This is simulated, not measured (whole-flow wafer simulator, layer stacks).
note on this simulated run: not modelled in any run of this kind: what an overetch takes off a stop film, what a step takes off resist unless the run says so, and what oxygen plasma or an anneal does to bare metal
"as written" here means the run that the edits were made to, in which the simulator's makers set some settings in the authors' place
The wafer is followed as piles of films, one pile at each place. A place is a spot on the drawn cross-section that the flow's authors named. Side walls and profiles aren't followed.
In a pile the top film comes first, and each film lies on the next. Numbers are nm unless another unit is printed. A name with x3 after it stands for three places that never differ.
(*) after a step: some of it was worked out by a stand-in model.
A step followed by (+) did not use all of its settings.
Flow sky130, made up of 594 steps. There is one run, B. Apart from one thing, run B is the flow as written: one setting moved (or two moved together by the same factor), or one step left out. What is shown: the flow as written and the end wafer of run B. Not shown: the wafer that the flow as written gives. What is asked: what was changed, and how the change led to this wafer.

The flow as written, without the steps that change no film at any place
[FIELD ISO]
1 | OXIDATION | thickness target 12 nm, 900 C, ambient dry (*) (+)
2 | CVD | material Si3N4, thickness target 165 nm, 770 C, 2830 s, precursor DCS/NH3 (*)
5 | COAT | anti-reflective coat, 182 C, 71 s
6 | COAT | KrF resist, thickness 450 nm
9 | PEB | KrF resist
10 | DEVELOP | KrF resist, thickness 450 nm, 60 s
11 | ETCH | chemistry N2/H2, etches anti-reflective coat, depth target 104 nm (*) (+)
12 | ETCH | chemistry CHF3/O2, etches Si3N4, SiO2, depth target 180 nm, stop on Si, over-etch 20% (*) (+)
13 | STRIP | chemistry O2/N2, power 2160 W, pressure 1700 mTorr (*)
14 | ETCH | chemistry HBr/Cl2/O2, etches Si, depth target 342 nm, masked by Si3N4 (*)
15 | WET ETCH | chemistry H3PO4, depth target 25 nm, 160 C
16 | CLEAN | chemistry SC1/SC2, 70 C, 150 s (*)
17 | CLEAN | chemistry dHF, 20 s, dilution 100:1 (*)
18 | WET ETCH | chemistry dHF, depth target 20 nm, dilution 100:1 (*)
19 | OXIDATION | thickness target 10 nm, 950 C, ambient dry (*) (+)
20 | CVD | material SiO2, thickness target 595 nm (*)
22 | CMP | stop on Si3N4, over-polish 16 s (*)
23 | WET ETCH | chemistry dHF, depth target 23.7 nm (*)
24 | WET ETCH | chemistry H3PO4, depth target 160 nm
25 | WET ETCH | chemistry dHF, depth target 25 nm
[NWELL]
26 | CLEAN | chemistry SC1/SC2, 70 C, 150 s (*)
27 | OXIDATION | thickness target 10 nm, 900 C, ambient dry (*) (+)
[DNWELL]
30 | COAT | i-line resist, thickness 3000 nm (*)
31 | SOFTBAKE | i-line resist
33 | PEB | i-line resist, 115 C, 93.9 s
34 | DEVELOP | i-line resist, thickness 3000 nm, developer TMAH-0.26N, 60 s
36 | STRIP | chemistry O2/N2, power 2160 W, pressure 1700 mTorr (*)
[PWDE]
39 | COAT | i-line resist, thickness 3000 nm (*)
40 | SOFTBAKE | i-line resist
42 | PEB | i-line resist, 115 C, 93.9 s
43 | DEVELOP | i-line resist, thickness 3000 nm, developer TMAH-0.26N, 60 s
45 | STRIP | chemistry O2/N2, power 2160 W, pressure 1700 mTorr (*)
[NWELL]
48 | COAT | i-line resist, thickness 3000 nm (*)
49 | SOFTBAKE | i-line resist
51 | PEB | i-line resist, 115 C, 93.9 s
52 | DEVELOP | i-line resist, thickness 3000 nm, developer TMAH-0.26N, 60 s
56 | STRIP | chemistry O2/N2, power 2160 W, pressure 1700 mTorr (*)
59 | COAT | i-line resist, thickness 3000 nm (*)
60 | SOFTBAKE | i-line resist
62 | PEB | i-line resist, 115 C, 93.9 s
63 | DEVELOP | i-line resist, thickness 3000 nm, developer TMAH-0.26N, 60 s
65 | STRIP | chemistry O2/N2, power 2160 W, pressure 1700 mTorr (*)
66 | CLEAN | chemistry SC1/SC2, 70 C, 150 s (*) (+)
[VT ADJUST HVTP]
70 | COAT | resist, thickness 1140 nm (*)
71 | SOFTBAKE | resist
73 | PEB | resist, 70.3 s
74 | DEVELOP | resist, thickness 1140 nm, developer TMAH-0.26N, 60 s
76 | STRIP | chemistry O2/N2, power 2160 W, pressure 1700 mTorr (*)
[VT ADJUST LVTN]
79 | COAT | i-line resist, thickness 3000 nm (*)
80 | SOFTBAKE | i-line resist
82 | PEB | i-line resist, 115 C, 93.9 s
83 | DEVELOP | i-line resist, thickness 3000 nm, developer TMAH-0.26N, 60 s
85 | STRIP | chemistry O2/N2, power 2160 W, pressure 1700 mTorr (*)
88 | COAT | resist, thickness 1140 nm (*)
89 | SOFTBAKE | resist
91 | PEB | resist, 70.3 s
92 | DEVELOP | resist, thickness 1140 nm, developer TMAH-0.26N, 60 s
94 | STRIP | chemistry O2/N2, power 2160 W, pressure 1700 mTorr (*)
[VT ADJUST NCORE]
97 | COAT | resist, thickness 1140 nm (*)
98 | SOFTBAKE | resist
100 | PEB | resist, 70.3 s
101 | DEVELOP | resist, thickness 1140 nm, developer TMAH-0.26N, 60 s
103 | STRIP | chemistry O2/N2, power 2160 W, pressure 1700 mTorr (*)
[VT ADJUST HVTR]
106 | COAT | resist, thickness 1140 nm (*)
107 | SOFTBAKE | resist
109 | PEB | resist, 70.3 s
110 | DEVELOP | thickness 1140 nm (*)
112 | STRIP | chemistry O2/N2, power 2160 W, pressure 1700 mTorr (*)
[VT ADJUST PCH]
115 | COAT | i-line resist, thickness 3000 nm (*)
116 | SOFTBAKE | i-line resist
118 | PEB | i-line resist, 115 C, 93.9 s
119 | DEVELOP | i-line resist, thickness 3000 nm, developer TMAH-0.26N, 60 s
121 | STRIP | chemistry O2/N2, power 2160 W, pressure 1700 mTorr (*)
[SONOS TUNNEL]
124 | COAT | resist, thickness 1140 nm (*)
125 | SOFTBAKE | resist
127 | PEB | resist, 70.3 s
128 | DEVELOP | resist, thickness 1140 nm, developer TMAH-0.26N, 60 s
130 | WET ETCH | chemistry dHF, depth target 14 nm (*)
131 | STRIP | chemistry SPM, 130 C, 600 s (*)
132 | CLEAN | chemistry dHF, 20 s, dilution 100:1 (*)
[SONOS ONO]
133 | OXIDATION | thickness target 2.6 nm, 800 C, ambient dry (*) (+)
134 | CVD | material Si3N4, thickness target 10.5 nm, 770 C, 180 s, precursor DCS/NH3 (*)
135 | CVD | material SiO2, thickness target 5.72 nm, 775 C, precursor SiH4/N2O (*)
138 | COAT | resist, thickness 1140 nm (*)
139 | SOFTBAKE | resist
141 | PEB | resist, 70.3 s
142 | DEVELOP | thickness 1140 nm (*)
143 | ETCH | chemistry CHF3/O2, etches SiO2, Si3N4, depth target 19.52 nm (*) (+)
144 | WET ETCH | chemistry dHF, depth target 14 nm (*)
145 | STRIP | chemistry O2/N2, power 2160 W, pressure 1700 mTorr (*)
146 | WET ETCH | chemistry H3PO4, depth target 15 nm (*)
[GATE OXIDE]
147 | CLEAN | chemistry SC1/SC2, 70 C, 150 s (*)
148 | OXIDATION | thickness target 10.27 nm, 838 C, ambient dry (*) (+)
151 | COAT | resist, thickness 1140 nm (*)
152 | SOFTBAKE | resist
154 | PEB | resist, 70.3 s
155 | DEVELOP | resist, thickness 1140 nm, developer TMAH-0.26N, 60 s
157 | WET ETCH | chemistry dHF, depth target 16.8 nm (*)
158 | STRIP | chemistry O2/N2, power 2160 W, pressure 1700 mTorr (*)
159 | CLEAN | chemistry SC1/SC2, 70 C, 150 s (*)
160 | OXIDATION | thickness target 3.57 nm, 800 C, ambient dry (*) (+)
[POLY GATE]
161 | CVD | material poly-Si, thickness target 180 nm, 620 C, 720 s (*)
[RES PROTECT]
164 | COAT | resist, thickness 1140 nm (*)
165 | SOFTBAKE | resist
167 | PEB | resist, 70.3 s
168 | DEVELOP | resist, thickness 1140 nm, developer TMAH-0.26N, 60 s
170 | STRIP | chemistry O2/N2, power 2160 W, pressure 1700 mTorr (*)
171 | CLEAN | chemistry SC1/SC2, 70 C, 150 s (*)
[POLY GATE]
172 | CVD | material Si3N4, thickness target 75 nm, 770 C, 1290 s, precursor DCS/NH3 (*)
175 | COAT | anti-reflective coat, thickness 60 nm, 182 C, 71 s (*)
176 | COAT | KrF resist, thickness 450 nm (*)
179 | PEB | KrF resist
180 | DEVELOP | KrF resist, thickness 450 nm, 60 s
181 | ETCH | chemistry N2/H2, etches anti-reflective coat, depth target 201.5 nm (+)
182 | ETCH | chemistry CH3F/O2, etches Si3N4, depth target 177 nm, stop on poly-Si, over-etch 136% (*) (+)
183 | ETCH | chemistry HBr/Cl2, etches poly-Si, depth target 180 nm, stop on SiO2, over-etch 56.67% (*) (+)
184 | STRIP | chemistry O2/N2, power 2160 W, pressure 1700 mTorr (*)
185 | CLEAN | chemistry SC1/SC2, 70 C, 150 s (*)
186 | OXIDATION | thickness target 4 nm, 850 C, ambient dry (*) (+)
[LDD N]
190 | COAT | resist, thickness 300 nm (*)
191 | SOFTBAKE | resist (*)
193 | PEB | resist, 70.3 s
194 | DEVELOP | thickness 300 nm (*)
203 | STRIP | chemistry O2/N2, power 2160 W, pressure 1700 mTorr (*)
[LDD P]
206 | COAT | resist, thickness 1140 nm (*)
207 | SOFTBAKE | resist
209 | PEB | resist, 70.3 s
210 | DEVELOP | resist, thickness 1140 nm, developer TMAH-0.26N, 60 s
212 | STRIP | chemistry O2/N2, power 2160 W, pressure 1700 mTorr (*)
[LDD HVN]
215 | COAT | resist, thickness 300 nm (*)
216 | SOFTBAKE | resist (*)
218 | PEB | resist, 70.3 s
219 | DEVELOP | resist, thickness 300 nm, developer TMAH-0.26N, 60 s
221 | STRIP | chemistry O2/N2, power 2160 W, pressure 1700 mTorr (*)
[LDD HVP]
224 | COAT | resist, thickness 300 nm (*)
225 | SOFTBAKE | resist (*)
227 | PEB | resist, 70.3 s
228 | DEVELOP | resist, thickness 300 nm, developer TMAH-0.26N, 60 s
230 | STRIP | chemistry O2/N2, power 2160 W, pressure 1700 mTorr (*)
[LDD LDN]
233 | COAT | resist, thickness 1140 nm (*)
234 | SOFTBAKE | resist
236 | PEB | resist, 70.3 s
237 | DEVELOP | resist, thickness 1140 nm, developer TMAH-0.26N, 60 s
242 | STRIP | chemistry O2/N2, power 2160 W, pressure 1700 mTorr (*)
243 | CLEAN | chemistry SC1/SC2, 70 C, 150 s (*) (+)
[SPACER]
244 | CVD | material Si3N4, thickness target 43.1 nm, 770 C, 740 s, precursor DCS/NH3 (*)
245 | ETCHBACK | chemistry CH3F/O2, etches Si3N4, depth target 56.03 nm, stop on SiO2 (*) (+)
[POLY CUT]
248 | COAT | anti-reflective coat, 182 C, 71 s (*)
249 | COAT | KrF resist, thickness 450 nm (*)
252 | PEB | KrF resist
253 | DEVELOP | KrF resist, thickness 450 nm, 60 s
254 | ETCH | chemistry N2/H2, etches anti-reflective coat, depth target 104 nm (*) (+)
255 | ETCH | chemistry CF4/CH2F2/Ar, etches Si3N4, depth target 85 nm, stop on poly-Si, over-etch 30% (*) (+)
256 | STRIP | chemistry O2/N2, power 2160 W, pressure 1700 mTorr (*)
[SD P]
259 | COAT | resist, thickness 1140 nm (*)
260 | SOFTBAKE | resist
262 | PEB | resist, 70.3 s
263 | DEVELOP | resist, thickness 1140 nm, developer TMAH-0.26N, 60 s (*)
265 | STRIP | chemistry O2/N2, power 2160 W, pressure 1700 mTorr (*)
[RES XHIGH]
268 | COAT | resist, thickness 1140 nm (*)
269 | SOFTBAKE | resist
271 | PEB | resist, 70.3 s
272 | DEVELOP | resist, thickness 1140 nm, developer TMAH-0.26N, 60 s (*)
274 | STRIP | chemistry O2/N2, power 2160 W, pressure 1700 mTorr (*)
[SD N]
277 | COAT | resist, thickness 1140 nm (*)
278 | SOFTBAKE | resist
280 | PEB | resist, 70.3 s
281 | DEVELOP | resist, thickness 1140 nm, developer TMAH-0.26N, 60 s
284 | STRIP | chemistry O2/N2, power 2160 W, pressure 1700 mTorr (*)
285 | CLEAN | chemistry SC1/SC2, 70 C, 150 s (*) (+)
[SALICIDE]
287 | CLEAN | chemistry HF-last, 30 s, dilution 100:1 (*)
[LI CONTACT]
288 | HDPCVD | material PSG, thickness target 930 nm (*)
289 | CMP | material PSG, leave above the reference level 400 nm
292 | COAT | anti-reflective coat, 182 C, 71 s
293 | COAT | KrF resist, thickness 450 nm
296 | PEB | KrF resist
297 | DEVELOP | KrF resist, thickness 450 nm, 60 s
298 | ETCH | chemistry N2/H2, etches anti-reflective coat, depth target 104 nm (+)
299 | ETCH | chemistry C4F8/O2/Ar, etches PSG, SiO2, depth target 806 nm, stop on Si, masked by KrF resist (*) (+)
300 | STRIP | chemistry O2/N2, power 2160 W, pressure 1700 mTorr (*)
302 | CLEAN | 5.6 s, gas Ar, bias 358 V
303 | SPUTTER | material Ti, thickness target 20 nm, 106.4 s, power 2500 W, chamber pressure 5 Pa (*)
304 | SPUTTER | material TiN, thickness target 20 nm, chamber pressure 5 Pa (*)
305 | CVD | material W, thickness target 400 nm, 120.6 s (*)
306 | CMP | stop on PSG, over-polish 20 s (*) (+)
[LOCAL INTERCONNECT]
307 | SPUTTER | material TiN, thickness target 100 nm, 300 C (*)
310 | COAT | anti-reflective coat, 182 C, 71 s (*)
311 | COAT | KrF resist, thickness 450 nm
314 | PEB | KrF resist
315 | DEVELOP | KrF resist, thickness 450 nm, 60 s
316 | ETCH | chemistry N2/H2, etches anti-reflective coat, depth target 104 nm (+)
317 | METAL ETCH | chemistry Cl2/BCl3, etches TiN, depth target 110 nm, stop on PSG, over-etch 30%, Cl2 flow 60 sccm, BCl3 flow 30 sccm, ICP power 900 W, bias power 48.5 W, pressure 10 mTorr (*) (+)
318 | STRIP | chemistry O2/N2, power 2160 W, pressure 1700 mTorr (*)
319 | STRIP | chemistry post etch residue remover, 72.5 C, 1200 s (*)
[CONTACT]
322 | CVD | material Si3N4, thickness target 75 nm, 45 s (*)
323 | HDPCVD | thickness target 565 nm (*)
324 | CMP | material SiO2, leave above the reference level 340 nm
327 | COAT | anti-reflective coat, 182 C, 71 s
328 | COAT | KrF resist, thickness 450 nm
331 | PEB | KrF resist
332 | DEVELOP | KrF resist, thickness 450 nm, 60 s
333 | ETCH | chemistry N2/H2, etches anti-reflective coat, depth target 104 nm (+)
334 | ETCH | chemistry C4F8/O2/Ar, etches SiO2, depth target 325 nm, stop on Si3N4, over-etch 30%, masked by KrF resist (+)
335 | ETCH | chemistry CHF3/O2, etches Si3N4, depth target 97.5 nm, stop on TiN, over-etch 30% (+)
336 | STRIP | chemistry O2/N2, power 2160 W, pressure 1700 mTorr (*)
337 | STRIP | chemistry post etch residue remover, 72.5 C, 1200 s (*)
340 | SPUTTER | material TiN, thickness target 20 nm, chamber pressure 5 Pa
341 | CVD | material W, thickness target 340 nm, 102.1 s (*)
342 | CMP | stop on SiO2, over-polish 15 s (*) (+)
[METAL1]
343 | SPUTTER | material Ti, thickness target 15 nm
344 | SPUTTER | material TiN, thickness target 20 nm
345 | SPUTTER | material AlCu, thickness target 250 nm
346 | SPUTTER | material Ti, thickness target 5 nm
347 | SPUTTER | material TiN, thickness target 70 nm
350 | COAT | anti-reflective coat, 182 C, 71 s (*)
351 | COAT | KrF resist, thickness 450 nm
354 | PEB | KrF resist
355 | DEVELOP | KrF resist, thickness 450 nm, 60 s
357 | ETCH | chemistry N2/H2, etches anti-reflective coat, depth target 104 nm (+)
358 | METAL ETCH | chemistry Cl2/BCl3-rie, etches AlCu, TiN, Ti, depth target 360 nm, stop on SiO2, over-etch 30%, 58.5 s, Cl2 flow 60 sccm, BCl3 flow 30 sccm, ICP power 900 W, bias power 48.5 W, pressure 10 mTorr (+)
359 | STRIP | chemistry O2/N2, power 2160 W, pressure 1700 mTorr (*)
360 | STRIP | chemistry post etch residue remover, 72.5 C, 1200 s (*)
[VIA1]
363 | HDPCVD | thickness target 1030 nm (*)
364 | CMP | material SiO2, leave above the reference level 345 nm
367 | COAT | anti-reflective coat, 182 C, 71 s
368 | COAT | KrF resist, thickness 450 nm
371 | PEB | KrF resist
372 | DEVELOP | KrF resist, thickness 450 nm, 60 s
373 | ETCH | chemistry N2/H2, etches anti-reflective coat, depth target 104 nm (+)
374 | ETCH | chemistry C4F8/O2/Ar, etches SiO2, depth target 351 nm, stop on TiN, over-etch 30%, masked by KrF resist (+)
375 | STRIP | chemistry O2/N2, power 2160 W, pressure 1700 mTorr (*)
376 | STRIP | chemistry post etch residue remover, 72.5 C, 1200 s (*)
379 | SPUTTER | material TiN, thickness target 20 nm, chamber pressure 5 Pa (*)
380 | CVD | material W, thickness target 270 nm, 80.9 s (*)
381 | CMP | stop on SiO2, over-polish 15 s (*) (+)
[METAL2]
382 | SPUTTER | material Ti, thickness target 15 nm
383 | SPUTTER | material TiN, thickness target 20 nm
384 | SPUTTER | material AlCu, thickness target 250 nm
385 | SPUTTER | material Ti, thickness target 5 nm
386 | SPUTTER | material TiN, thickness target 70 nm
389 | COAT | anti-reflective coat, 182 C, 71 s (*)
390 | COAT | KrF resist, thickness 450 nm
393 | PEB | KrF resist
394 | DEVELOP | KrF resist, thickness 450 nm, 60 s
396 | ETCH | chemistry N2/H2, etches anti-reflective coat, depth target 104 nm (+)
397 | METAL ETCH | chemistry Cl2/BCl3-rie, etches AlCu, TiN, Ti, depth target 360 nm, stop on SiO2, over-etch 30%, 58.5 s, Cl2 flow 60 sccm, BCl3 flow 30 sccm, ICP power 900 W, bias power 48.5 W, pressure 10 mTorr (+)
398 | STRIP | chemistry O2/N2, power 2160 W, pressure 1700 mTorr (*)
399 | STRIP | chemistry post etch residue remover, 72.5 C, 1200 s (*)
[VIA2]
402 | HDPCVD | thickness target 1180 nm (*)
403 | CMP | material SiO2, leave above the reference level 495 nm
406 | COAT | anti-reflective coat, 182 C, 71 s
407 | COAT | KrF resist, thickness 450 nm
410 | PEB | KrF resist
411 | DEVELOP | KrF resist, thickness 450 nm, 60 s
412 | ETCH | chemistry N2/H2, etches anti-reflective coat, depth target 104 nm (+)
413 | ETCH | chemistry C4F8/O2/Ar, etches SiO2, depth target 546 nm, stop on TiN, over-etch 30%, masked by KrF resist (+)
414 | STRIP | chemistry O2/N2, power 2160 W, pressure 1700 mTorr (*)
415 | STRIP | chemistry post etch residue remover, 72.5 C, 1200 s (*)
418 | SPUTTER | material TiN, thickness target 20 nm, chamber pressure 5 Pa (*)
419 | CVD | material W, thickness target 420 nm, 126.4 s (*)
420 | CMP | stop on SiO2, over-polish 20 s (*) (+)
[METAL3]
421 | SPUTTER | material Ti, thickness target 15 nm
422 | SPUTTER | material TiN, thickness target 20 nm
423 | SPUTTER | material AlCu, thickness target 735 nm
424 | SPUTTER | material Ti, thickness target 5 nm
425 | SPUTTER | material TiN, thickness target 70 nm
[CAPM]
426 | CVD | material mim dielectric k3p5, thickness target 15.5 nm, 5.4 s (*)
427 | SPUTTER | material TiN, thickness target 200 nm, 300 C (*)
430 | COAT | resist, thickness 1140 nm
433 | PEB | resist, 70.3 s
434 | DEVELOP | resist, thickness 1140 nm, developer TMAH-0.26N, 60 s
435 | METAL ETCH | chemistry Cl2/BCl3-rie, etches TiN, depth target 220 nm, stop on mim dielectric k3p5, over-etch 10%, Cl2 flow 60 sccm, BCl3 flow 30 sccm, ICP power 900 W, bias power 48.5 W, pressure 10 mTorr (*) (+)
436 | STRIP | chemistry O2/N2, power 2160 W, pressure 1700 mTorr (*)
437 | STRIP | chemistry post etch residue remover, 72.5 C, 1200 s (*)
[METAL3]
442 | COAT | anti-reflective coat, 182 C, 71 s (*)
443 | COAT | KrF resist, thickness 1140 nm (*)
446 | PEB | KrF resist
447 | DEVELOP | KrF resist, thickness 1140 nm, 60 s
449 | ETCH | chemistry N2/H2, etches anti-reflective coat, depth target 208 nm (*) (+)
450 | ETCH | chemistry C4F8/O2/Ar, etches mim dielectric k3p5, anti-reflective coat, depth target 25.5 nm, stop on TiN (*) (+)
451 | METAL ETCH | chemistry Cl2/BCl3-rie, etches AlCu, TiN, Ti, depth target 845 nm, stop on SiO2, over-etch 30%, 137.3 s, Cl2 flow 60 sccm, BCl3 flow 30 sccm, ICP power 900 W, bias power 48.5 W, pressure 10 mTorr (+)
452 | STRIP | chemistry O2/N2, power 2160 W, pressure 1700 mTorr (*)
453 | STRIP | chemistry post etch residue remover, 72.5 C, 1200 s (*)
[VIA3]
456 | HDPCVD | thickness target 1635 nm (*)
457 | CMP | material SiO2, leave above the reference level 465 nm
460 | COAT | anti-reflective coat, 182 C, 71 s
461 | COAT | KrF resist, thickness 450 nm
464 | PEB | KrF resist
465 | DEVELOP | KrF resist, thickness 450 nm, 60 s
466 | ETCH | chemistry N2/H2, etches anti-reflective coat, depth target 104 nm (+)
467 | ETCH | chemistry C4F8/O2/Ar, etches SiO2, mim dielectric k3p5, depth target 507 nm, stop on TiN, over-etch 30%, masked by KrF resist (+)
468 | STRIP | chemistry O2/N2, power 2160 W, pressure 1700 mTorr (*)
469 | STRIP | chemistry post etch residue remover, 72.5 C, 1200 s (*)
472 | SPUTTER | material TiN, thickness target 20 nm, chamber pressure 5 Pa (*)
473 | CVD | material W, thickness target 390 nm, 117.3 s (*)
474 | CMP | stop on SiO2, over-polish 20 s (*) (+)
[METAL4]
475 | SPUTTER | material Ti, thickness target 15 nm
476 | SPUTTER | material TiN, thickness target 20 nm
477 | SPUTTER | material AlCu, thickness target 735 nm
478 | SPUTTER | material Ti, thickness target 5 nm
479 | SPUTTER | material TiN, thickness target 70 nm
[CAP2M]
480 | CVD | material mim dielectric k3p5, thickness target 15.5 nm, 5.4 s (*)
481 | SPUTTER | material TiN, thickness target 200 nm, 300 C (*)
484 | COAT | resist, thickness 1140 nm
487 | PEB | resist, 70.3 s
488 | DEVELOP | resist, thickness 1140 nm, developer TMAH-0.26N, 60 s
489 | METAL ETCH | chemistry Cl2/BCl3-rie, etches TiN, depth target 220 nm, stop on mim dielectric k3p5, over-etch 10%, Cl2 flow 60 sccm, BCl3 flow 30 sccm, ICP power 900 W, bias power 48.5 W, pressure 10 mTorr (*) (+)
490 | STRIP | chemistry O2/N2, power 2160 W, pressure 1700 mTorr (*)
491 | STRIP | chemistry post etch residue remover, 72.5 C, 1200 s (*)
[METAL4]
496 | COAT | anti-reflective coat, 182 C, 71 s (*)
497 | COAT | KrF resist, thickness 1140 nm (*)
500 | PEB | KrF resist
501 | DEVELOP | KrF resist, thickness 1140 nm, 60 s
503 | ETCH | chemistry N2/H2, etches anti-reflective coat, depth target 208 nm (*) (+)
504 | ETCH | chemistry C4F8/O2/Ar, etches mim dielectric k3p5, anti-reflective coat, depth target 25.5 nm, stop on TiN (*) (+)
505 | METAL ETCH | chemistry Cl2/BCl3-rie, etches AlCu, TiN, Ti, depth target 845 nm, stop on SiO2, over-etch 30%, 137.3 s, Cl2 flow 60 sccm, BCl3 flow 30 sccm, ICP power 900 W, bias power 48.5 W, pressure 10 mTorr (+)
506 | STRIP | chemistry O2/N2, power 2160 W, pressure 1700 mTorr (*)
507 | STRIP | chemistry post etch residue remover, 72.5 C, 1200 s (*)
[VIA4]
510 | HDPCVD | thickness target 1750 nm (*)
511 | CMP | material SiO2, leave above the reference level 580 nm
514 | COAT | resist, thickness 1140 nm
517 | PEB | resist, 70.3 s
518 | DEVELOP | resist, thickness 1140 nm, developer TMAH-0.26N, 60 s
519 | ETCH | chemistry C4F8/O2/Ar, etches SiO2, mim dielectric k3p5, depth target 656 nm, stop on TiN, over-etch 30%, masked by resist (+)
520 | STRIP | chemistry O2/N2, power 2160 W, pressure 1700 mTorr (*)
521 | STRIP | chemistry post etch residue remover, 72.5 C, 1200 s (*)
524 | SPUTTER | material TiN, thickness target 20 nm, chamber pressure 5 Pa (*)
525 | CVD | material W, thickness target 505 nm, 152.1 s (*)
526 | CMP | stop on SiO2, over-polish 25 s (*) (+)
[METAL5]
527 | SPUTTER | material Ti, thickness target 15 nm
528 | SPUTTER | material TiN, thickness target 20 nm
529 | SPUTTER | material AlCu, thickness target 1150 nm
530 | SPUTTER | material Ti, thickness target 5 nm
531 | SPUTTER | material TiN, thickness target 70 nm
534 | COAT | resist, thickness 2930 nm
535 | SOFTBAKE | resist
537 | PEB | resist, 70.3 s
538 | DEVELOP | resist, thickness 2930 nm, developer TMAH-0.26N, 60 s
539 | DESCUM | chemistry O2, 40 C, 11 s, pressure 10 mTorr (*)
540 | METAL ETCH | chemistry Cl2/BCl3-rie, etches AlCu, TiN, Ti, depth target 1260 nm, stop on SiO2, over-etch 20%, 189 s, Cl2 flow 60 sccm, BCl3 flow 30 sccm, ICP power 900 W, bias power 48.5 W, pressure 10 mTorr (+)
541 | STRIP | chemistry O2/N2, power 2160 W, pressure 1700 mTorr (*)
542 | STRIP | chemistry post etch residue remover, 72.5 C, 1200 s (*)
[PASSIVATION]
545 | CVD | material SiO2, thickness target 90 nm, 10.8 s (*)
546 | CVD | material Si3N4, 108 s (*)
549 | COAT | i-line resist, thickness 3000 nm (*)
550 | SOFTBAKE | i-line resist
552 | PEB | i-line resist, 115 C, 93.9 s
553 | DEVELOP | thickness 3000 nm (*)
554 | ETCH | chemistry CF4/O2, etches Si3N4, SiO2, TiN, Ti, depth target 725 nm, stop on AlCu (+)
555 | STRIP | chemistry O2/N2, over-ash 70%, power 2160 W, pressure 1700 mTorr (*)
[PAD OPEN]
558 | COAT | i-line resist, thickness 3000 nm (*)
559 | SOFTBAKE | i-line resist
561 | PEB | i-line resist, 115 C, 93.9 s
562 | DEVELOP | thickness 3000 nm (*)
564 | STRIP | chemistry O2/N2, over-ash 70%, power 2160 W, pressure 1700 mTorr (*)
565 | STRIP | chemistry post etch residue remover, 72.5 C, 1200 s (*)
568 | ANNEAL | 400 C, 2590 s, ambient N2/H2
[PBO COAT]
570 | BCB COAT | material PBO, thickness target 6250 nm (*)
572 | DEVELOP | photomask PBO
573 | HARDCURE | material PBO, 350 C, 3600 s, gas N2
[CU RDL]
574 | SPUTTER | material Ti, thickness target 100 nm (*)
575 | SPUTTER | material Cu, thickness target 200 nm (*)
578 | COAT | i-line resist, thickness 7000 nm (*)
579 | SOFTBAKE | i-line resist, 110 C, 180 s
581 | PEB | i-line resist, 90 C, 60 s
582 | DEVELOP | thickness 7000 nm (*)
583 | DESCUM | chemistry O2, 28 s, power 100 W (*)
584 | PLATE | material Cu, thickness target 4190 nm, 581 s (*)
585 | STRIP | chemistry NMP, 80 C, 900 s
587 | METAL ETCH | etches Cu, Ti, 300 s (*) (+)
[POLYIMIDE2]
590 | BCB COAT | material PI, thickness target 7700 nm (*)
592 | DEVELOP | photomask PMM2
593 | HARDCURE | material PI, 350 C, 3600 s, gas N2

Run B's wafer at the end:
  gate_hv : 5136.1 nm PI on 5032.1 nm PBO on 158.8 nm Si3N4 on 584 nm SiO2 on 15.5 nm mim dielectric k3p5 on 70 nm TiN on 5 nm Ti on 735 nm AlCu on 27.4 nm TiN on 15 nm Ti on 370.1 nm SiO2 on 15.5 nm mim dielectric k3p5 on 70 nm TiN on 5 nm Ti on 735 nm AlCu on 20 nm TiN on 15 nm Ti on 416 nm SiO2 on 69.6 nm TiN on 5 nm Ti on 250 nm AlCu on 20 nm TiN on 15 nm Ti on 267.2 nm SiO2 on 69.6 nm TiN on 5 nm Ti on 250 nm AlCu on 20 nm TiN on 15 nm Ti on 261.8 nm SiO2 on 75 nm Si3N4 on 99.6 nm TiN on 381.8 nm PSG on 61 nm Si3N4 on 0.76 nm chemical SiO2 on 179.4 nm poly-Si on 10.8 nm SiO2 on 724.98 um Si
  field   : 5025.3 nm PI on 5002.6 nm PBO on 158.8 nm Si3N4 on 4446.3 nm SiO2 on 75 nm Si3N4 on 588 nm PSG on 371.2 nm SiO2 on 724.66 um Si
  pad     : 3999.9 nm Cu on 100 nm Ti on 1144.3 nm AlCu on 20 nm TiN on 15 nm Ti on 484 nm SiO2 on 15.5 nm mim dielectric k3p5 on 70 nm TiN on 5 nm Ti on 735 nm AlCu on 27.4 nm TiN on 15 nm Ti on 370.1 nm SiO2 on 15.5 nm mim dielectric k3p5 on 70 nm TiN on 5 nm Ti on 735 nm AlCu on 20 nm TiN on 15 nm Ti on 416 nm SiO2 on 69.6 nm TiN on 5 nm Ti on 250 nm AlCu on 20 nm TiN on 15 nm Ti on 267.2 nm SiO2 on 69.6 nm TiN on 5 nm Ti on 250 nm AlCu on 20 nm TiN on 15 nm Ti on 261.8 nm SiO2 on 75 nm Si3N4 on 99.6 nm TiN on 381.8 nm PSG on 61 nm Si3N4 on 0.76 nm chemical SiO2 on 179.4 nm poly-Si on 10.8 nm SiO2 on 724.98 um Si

Cause: step 476, SPUTTER: thickness target 27.4 nm was run, whereas the flow has thickness target 20 nm.
One can read it off the wafer: gate_hv has TiN 27.4, and step 476 as written asks for 20 nm.

The path from the change to this, step by step:
  476 | SPUTTER | material TiN, thickness target 20 nm
      field, active, n_well and 189 more: +27.4 TiN (new film) (as written it would have been: +20 TiN (new film))
  505 | METAL ETCH | chemistry Cl2/BCl3-rie, etches AlCu, TiN, Ti, depth target 845 nm, stop on SiO2, over-etch 30%, 137.3 s, Cl2 flow 60 sccm, BCl3 flow 30 sccm, ICP power 900 W, bias power 48.5 W, pressure 10 mTorr (+)
      field, gate, spacer and 68 more: -70 TiN (all of it), -5 Ti (all of it), -735 AlCu (all of it), -27.4 TiN (all of it), -15 Ti (all of it), -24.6 SiO2 (as written it would have been: -70 TiN (all of it), -5 Ti (all of it), -735 AlCu (all of it), -20 TiN (all of it), -15 Ti (all of it), -25.4 SiO2)
      active, vpp_iso1, mim_edge_plate and 14 more: -70 TiN (all of it), -5 Ti (all of it), -735 AlCu (all of it), -27.4 TiN (all of it), -15 Ti (all of it), -24.6 SiO2 (as written it would have been: -70 TiN (all of it), -5 Ti (all of it), -735 AlCu (all of it), -20 TiN (all of it), -15 Ti (all of it), -25.3 SiO2)
